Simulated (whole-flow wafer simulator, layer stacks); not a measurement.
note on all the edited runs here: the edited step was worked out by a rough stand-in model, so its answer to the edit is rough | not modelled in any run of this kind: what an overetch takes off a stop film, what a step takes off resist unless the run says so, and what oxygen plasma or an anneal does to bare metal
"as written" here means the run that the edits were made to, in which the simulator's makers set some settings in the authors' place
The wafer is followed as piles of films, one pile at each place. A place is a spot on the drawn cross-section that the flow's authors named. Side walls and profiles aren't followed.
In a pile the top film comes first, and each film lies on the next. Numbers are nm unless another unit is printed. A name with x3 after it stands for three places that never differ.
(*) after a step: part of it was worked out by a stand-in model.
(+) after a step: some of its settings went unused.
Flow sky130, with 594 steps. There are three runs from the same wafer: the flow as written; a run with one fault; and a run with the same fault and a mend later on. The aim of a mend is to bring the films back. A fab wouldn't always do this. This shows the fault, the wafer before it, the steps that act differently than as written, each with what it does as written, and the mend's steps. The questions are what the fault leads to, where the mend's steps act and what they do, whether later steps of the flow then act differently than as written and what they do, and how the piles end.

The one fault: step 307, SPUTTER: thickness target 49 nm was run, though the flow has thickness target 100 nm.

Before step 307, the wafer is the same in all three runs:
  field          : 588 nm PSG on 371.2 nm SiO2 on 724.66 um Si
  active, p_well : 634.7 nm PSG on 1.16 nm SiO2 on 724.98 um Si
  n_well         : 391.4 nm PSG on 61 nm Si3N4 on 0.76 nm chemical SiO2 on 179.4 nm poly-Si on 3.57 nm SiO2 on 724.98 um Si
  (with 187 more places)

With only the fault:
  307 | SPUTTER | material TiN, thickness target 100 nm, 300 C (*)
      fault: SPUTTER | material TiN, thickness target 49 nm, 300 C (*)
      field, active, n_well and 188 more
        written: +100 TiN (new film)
        fault: +49 TiN (new film)
  Steps later in the flow that act otherwise than as written (not shown: 1 more step that differs only slightly, by at most 2% or 0.5 nm, whichever is larger):
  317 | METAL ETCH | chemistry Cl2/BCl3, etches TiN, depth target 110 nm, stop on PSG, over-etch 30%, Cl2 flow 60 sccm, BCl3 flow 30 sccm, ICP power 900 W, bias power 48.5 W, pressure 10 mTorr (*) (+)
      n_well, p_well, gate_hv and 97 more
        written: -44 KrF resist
        fault: -24.8 KrF resist
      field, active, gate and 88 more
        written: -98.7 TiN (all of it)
        fault: -47.7 TiN (all of it)
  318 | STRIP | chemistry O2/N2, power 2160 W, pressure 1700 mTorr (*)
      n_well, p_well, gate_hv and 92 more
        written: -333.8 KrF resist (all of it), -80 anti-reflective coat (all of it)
        fault: -353 KrF resist (all of it), -80 anti-reflective coat (all of it)
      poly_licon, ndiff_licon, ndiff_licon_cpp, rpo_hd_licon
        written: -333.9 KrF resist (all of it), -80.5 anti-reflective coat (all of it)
        fault: -353.1 KrF resist (all of it), -80.5 anti-reflective coat (all of it)
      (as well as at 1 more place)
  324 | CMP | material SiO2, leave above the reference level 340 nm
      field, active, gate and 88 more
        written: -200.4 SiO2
        fault: -251.4 SiO2
  By the end, the piles at n_well, p_well, gate_hv and 118 more depart from the flow's by more than 2% or 0.5 nm, whichever is larger.
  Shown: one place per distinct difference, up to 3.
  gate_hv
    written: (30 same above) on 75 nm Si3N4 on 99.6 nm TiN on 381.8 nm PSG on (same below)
    fault: (30 same above) on 75 nm Si3N4 on 48.6 nm TiN on 381.8 nm PSG on (same below)
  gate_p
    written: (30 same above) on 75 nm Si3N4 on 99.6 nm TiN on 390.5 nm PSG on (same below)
    fault: (30 same above) on 75 nm Si3N4 on 48.6 nm TiN on 390.5 nm PSG on (same below)
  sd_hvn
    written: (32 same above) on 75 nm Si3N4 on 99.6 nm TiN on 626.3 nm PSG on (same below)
    fault: (32 same above) on 75 nm Si3N4 on 48.6 nm TiN on 626.3 nm PSG on (same below)

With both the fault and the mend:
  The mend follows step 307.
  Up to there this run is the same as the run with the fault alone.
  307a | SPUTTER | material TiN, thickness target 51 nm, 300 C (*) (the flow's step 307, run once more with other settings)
      field, active, n_well and 188 more
        +51 TiN
  Later steps of the flow that are run all act as written at every place that is followed, up to a difference of at most 2% or 0.5 nm, whichever is larger.
  The piles end the same as the flow's at every place that both follow.
